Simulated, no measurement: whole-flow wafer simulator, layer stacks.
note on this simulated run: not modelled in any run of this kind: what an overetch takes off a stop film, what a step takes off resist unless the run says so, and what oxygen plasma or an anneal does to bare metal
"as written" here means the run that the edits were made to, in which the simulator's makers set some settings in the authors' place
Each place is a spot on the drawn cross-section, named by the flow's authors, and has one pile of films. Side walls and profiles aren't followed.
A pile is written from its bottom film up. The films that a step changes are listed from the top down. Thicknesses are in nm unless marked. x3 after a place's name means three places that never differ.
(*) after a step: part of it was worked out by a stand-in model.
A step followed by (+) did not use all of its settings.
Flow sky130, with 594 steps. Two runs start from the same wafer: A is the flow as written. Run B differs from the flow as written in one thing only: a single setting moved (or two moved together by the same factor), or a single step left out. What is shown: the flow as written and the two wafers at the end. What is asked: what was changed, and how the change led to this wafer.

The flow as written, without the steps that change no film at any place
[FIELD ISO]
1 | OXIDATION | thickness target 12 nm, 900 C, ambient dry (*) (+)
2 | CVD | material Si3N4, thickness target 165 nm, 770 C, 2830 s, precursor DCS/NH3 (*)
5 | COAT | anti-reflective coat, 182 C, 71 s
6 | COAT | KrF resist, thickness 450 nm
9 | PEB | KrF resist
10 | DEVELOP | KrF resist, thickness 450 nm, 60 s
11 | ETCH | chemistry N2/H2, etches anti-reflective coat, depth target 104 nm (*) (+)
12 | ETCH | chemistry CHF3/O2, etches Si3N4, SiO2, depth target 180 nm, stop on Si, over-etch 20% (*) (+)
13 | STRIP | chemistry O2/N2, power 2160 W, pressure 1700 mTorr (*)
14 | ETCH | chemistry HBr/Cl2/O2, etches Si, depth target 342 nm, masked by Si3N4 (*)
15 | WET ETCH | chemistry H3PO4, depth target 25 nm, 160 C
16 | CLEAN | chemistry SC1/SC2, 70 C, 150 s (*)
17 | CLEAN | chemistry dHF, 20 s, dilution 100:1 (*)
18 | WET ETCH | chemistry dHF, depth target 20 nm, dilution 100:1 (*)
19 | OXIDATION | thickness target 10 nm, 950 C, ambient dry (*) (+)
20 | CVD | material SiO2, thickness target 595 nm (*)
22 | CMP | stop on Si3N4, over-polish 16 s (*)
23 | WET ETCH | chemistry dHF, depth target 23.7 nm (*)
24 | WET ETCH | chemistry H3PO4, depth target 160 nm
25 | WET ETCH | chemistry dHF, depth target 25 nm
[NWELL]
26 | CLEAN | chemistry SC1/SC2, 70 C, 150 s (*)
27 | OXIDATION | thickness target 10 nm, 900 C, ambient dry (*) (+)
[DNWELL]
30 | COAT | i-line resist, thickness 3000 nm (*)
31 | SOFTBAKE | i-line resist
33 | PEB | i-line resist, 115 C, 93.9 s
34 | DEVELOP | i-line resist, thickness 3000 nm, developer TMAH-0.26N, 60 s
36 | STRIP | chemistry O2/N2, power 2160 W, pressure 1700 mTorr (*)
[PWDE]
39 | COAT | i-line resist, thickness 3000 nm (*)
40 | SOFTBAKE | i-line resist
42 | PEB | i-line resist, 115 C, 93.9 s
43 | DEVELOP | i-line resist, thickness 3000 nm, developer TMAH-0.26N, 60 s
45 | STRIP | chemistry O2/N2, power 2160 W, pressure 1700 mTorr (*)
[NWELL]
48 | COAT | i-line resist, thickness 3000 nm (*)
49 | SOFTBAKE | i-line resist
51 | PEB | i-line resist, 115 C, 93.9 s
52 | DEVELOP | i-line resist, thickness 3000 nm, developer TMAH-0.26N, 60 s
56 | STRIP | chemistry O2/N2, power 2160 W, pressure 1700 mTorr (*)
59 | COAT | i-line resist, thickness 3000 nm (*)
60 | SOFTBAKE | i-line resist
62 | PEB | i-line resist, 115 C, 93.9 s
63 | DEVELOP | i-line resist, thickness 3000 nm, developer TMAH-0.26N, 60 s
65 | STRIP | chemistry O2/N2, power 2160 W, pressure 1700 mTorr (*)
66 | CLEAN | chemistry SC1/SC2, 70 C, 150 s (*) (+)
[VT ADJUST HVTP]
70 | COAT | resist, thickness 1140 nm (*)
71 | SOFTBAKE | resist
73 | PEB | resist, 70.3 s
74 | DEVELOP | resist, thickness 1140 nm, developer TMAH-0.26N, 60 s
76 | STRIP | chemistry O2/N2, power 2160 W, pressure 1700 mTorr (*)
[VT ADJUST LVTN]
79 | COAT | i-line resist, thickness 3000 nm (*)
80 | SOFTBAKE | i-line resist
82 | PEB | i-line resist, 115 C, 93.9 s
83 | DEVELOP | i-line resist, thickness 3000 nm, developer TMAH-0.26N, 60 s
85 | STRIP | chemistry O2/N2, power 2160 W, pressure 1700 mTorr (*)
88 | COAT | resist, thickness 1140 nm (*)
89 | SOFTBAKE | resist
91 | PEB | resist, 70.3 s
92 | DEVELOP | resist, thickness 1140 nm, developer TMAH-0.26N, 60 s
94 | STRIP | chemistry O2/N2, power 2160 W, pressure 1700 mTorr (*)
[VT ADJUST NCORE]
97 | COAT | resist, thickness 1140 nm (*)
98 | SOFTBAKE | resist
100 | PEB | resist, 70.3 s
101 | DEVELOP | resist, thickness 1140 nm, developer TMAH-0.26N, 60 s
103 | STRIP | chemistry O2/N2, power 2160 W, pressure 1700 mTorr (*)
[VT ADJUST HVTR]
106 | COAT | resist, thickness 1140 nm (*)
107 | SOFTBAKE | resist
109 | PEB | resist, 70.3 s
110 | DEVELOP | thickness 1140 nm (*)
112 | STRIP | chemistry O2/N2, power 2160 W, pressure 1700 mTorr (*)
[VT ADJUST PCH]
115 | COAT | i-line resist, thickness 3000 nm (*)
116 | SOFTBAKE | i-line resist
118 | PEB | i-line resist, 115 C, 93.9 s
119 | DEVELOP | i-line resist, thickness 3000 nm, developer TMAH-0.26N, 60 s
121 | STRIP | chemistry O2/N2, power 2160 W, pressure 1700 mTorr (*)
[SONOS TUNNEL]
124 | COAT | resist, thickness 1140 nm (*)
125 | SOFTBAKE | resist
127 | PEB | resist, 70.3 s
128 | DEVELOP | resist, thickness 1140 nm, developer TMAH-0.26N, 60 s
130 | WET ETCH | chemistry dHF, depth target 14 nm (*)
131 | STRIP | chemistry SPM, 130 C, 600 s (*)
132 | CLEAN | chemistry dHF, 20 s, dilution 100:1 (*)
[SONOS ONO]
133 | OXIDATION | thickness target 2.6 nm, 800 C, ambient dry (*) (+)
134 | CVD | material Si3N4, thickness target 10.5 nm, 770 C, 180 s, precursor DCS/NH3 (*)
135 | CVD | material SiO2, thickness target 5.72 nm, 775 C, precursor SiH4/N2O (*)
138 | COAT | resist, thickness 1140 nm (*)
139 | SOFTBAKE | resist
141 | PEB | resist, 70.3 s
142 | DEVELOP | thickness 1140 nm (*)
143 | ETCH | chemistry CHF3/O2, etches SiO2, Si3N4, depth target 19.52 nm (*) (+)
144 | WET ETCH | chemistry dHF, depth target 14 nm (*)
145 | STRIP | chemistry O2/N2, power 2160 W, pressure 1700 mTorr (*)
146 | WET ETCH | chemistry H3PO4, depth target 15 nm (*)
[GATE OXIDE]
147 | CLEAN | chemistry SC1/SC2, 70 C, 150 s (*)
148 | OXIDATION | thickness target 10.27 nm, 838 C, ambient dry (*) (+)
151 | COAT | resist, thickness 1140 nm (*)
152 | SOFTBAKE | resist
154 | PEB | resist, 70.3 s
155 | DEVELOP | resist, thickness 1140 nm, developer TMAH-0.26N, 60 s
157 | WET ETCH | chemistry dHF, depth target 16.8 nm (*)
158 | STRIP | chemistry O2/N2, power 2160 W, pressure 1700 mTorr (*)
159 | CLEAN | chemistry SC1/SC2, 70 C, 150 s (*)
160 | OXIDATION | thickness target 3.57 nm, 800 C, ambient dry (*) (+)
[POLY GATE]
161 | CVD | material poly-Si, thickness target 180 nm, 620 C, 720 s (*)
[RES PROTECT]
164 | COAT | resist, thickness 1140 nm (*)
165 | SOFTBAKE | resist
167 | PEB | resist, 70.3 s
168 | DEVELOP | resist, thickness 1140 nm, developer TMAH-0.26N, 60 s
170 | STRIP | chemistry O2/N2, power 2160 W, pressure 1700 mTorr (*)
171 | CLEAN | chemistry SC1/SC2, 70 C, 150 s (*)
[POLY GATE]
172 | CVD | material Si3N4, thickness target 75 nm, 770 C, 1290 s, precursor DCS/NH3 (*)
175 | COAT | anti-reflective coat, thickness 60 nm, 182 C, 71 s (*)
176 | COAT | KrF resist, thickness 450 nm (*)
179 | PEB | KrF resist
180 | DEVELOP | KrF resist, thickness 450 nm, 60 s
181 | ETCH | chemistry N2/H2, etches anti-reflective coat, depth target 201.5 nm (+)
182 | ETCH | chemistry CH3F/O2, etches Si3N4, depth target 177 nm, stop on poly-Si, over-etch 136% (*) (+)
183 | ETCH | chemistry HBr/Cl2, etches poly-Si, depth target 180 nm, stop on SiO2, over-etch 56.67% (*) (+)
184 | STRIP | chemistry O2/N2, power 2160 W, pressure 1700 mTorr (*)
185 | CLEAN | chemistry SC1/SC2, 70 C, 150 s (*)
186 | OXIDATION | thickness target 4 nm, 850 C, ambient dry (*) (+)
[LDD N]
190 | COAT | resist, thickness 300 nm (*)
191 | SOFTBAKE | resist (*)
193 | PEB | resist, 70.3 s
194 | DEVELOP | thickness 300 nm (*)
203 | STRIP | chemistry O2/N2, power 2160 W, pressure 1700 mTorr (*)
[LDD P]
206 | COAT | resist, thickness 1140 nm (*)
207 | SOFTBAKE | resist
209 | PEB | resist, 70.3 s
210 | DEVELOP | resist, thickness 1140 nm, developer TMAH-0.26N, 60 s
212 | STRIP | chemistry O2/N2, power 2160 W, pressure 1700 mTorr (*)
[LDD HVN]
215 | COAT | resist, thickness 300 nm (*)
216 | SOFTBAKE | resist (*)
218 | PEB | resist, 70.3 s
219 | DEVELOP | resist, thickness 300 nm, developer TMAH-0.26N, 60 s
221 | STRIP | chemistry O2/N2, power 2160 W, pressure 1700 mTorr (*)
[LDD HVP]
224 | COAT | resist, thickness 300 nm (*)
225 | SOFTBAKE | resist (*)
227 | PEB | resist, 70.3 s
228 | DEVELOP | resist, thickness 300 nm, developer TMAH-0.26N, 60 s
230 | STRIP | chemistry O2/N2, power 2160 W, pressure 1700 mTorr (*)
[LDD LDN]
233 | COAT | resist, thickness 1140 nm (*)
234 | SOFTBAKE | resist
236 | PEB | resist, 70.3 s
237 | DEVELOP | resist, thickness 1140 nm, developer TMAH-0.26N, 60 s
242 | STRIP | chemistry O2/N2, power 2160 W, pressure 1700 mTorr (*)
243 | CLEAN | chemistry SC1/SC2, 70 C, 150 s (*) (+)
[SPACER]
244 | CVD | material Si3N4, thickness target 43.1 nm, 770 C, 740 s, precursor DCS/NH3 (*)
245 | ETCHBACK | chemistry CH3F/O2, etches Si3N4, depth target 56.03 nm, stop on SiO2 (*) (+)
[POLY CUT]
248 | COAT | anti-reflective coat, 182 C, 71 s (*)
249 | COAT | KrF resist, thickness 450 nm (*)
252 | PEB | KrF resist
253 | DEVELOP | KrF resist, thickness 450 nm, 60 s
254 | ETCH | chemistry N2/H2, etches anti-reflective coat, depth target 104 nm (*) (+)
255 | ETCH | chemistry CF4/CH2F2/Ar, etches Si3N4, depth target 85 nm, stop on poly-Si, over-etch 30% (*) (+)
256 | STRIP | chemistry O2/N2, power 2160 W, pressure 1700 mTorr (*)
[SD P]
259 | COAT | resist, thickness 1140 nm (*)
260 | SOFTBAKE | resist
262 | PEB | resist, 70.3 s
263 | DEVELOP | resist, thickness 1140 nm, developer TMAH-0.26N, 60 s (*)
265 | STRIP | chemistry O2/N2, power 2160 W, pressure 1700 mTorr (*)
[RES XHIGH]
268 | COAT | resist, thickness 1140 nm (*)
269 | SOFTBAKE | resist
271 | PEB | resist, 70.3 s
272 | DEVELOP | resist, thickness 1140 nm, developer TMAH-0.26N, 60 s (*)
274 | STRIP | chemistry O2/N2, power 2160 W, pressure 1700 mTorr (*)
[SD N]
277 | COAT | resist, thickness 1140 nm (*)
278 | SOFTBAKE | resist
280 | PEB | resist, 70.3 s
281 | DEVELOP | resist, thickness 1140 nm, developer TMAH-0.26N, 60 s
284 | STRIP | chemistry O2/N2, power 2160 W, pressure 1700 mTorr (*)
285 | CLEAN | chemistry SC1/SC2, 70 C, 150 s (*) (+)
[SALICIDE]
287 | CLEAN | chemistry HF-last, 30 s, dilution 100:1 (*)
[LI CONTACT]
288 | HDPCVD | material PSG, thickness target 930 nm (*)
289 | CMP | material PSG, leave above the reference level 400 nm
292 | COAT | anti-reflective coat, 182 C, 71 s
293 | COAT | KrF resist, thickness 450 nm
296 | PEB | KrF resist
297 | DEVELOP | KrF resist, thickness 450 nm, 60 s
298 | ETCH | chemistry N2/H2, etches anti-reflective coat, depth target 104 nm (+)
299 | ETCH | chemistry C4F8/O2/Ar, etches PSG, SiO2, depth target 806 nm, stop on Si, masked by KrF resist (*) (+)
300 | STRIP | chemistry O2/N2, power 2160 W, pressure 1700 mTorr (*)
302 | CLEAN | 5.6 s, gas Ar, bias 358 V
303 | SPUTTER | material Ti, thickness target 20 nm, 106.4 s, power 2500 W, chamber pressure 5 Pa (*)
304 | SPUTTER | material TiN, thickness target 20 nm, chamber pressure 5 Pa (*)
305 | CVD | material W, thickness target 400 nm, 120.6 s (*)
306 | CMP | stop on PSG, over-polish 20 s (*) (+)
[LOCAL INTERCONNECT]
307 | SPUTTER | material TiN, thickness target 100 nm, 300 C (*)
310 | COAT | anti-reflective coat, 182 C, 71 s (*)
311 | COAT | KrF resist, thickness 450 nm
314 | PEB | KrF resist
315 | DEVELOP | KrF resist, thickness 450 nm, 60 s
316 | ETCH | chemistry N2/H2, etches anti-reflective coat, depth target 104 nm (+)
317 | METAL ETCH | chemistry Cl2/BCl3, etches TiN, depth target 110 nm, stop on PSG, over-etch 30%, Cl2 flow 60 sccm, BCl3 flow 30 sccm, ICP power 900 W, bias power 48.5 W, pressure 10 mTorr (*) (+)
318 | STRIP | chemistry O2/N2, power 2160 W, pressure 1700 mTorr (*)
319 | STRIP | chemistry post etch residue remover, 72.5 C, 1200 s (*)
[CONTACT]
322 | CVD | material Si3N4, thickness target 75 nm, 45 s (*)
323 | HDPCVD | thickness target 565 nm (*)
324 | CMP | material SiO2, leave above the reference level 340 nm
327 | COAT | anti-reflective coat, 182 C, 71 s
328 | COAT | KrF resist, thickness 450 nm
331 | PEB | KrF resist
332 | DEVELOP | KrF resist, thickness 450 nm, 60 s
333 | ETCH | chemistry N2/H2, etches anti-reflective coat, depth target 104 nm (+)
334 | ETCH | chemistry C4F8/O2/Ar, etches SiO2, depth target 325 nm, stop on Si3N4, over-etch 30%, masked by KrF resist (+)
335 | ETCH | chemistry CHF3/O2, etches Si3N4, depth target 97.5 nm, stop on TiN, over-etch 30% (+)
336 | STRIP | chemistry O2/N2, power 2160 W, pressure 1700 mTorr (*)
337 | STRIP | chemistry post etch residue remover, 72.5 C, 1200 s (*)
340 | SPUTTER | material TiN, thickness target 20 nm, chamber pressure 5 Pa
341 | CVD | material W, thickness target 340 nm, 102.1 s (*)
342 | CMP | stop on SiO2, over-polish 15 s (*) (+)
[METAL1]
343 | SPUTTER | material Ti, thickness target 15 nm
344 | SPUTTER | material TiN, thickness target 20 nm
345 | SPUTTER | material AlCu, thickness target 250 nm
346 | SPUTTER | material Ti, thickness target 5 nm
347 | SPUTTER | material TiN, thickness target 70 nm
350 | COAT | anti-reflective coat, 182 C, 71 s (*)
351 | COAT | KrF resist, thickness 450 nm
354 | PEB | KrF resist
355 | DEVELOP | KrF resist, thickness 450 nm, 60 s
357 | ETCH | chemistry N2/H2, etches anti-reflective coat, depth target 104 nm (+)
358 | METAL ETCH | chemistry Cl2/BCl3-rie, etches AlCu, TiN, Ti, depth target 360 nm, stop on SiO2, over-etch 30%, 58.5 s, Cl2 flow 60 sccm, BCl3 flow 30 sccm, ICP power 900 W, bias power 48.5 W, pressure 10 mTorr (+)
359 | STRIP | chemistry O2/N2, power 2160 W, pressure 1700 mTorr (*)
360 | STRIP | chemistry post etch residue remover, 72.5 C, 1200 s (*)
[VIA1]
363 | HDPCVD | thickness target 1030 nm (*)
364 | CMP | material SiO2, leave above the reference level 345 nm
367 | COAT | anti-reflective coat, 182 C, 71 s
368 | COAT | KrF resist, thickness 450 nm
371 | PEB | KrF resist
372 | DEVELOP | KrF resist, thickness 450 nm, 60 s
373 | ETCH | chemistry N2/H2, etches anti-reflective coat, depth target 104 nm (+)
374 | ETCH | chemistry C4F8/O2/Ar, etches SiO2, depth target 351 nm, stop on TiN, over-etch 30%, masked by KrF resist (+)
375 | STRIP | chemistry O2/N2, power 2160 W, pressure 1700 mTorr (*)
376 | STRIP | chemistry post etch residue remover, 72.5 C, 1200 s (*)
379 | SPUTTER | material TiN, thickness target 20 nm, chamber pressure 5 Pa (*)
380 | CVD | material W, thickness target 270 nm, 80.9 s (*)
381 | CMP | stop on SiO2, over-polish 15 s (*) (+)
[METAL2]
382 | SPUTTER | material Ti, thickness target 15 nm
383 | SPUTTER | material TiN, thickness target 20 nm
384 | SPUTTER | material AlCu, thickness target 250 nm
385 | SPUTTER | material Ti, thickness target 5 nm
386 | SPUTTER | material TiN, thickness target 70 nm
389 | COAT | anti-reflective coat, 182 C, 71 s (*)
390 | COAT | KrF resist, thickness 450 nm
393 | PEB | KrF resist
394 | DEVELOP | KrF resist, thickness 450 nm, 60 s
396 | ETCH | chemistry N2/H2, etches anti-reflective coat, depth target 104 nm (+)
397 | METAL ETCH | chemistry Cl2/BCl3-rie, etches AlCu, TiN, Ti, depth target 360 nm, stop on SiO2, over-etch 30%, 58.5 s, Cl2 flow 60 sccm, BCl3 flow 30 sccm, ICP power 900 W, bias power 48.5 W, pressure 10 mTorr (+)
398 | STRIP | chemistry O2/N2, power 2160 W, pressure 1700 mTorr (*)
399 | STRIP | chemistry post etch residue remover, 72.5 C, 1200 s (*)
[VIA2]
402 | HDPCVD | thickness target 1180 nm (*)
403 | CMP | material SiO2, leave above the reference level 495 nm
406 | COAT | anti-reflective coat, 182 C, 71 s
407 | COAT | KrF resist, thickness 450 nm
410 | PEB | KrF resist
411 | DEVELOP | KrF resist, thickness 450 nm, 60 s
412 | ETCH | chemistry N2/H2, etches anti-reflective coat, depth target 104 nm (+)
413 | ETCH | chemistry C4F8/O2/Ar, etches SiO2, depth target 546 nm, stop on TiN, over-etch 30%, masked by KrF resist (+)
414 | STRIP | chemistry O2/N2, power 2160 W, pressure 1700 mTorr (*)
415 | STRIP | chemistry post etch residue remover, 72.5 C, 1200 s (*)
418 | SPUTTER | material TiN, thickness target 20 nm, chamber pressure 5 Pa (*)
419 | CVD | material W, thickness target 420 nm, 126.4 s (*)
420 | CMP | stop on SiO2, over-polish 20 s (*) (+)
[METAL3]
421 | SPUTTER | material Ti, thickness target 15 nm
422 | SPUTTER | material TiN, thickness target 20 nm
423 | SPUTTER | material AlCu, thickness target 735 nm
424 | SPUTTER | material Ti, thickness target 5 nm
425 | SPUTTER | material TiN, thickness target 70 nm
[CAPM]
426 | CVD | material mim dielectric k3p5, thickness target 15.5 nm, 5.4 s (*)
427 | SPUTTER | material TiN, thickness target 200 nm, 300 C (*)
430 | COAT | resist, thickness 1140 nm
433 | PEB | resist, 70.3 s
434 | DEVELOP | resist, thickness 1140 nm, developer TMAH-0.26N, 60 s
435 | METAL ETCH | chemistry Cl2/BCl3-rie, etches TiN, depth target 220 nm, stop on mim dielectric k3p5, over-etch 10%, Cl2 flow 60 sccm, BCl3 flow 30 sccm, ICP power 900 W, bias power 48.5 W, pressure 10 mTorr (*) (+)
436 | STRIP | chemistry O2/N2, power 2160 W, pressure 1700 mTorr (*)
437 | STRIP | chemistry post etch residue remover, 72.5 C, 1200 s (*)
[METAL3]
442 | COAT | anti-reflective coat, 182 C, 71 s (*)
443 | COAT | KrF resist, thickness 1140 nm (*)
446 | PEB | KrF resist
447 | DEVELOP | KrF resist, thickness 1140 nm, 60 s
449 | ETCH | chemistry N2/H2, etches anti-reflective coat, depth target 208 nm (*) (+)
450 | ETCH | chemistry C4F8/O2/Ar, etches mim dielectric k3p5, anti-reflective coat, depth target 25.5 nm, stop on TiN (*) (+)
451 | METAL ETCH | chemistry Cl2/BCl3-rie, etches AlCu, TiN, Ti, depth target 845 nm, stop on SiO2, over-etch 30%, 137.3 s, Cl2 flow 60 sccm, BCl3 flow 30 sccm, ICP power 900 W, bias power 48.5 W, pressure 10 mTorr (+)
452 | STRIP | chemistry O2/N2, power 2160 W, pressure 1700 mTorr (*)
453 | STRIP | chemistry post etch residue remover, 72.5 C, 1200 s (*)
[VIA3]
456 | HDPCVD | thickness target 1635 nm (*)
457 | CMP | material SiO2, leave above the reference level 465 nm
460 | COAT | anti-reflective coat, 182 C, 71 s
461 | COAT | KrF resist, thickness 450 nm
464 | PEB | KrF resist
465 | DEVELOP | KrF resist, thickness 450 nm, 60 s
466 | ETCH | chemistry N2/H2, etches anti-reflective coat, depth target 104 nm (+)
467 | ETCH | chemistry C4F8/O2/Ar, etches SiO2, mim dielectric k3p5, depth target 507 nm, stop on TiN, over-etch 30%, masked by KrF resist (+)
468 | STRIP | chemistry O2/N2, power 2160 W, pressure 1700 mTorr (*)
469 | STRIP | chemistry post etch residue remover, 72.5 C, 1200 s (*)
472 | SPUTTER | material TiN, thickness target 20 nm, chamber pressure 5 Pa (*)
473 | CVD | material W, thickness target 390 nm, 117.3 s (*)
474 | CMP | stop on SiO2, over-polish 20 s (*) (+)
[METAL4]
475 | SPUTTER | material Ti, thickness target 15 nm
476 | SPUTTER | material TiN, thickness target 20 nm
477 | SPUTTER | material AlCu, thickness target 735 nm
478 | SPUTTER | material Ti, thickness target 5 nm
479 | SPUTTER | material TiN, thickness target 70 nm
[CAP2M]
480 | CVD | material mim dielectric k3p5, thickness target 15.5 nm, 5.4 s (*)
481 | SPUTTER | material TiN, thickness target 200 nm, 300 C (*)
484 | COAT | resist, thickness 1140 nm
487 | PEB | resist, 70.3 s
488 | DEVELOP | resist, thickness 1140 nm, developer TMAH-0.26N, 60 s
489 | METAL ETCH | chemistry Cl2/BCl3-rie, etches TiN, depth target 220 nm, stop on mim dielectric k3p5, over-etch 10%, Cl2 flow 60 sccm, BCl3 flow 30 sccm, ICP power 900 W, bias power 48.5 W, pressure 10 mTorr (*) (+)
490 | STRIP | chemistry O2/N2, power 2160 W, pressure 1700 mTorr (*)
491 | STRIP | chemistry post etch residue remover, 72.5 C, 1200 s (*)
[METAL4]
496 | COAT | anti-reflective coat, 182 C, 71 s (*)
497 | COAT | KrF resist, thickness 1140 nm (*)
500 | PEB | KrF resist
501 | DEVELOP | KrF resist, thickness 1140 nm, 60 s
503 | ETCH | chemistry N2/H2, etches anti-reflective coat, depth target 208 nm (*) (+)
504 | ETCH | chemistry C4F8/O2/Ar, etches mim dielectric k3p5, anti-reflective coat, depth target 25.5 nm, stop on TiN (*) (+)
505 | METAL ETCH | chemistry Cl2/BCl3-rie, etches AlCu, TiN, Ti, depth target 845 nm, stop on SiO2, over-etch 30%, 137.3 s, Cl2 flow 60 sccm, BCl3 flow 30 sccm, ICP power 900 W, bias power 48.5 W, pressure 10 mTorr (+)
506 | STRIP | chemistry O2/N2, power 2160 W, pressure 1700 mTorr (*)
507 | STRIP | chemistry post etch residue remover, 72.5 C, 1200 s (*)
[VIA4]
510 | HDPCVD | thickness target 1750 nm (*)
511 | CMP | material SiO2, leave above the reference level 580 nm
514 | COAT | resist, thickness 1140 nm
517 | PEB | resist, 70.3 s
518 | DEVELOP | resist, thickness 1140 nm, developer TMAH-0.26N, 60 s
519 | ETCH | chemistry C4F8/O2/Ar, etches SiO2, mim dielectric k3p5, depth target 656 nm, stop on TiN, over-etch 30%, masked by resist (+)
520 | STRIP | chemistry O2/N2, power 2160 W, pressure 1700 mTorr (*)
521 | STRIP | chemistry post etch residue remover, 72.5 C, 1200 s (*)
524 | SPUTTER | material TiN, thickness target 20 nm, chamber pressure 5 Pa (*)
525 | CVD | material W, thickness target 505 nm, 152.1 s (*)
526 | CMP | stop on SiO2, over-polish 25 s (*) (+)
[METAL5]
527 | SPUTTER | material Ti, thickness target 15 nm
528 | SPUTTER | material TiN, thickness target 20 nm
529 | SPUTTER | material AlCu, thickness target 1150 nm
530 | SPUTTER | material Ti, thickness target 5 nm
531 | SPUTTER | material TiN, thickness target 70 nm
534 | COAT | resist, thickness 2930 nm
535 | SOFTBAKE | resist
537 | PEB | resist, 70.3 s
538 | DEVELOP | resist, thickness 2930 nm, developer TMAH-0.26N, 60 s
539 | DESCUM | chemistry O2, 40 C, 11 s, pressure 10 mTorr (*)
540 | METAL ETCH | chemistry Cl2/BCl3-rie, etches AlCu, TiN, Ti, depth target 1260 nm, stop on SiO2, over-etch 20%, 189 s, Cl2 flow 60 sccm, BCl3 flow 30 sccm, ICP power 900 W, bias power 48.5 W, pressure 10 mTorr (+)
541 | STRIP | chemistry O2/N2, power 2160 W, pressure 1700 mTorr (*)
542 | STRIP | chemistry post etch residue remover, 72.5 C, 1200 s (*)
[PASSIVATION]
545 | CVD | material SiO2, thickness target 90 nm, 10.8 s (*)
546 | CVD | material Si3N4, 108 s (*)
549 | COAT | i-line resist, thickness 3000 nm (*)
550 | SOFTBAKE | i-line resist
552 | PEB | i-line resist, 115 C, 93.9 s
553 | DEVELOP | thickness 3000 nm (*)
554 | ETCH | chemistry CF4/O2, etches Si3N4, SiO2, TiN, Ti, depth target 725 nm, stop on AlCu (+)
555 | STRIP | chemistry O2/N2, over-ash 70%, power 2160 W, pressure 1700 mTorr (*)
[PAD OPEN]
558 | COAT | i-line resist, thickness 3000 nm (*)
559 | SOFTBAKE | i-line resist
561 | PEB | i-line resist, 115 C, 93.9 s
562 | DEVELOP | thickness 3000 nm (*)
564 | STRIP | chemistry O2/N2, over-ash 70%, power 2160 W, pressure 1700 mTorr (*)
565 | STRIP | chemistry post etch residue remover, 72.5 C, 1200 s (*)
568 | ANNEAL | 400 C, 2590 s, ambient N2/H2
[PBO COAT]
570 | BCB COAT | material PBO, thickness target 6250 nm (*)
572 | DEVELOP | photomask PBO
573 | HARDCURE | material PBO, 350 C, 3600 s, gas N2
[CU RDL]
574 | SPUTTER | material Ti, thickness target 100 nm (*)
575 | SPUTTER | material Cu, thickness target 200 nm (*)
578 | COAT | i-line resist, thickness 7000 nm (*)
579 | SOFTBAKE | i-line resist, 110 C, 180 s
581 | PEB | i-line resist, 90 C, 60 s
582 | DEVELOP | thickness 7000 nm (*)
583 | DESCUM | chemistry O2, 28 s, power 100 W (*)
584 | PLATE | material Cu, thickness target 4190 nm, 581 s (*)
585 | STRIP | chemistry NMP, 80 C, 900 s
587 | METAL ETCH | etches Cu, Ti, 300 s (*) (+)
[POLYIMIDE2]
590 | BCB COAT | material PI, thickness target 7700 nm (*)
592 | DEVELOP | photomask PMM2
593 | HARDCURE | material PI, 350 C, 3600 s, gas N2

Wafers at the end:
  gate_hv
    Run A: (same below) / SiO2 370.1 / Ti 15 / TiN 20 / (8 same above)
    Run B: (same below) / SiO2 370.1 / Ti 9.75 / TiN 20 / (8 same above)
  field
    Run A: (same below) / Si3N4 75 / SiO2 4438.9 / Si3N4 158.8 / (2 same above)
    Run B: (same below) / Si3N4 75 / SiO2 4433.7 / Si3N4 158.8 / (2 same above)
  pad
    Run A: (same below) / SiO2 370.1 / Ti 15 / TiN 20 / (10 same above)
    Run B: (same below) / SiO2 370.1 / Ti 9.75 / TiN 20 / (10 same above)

Cause: step 475, SPUTTER: thickness target 9.75 nm was run, though the flow has thickness target 15 nm.
The wafer lets one read it off: gate_hv has Ti 9.75, and step 475 as written asks for 15 nm.

How this came from the change, step by step:
  475 | SPUTTER | material Ti, thickness target 15 nm
      field, active, n_well and 189 more: A Ti gains 15 (new film) | B Ti gains 9.75 (new film)
  505 | METAL ETCH | chemistry Cl2/BCl3-rie, etches AlCu, TiN, Ti, depth target 845 nm, stop on SiO2, over-etch 30%, 137.3 s, Cl2 flow 60 sccm, BCl3 flow 30 sccm, ICP power 900 W, bias power 48.5 W, pressure 10 mTorr (+)
      field, gate, spacer and 68 more: A TiN loses 70 (all of it), Ti loses 5 (all of it), AlCu loses 735 (all of it), TiN loses 20 (all of it), Ti loses 15 (all of it), SiO2 loses 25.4 | B TiN loses 70 (all of it), Ti loses 5 (all of it), AlCu loses 735 (all of it), TiN loses 20 (all of it), Ti loses 9.75 (all of it), SiO2 loses 25.9
      active, vpp_iso1, mim_edge_plate and 14 more: A TiN loses 70 (all of it), Ti loses 5 (all of it), AlCu loses 735 (all of it), TiN loses 20 (all of it), Ti loses 15 (all of it), SiO2 loses 25.3 | B TiN loses 70 (all of it), Ti loses 5 (all of it), AlCu loses 735 (all of it), TiN loses 20 (all of it), Ti loses 9.75 (all of it), SiO2 loses 25.9
